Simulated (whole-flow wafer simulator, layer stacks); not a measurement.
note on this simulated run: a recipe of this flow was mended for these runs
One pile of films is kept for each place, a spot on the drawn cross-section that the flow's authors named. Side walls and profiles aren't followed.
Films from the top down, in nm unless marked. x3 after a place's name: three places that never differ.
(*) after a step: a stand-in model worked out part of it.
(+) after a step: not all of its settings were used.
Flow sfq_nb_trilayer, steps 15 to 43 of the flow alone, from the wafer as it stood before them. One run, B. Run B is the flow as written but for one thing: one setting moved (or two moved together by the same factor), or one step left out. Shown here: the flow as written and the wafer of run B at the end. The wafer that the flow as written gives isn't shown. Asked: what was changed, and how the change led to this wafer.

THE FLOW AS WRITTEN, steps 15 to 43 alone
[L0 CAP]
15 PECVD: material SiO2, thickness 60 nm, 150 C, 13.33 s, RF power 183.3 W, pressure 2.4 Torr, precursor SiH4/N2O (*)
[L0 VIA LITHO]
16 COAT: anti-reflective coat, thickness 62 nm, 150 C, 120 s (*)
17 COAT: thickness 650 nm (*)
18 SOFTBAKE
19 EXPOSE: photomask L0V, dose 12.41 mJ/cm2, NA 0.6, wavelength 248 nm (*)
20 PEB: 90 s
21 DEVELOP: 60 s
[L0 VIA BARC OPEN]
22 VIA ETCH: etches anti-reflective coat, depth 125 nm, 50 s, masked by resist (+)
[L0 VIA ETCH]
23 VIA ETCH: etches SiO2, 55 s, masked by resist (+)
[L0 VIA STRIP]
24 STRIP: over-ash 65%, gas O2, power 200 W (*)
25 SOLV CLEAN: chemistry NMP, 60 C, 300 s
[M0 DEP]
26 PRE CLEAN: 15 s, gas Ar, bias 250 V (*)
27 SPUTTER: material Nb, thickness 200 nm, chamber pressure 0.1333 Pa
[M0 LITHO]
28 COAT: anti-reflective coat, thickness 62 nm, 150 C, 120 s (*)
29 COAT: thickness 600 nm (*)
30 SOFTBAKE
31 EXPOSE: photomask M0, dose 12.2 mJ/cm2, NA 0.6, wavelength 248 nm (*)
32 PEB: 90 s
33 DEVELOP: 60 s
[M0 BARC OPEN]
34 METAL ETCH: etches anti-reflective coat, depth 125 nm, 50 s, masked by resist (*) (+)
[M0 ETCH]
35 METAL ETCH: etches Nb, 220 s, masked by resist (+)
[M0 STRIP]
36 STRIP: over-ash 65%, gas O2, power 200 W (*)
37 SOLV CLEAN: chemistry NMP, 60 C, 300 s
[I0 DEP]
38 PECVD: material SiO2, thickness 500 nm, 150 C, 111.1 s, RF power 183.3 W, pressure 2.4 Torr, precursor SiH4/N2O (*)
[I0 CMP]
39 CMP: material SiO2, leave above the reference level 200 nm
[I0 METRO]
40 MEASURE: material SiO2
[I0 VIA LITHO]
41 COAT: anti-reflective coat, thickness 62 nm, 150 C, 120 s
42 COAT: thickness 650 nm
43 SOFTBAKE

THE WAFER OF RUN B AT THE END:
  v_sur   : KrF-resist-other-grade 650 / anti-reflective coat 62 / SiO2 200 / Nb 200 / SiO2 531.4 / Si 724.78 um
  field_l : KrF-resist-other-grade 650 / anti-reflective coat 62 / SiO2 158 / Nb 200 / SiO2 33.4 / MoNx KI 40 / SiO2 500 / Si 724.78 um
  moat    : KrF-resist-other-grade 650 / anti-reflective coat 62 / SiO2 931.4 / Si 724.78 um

The cause: step 15, PECVD: thickness 38.4 nm was run, where the flow has thickness 60 nm; step 15, PECVD: 8.533 s was run, where the flow has 13.33 s.

How the change led to this, step by step:
  15 PECVD: material SiO2, thickness 60 nm, 150 C, 13.33 s, RF power 183.3 W, pressure 2.4 Torr, precursor SiH4/N2O (*)
      v_sur, via_wl, via_w and 97 more: SiO2 +38.4 (as written it would be: SiO2 +60)
      field_l, l0_sur, l0v, l0r_line_l, l0r_line_c, l0r_line_r: SiO2 +38.4 (new film) (as written it would be: SiO2 +60 (new film))
  23 VIA ETCH: etches SiO2, 55 s, masked by resist (+)
      l0v: SiO2 -38.1 (all of it), MoNx KI -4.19 (as written it would be: SiO2 -59.7 (all of it), MoNx KI -2.03)
  27 SPUTTER: material Nb, thickness 200 nm, chamber pressure 0.1333 Pa
      l0v: Nb +200 (new film) (as written it would be: Nb +195.4 (new film))
  28 COAT: anti-reflective coat, thickness 62 nm, 150 C, 120 s (*)
      ln_m6: anti-reflective coat +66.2 (new film) (as written it would be: anti-reflective coat +67.9 (new film))
      l0_sur: anti-reflective coat +36.1 (new film) (as written it would be: anti-reflective coat +29.3 (new film))
      (and at 1 more place)
  36 STRIP: over-ash 65%, gas O2, power 200 W (*)
      ln_m6: KrF-resist-other-grade -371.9 (all of it), anti-reflective coat -66.2 (all of it) (as written it would be: KrF-resist-other-grade -369.9 (all of it), anti-reflective coat -67.9 (all of it))
      l0_sur: KrF-resist-other-grade -366.4 (all of it), anti-reflective coat -36.1 (all of it) (as written it would be: KrF-resist-other-grade -370 (all of it), anti-reflective coat -29.3 (all of it))
      (and at 1 more place)
  39 CMP: material SiO2, leave above the reference level 200 nm
      l0v: SiO2 -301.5 (as written it would be: SiO2 -277.4)
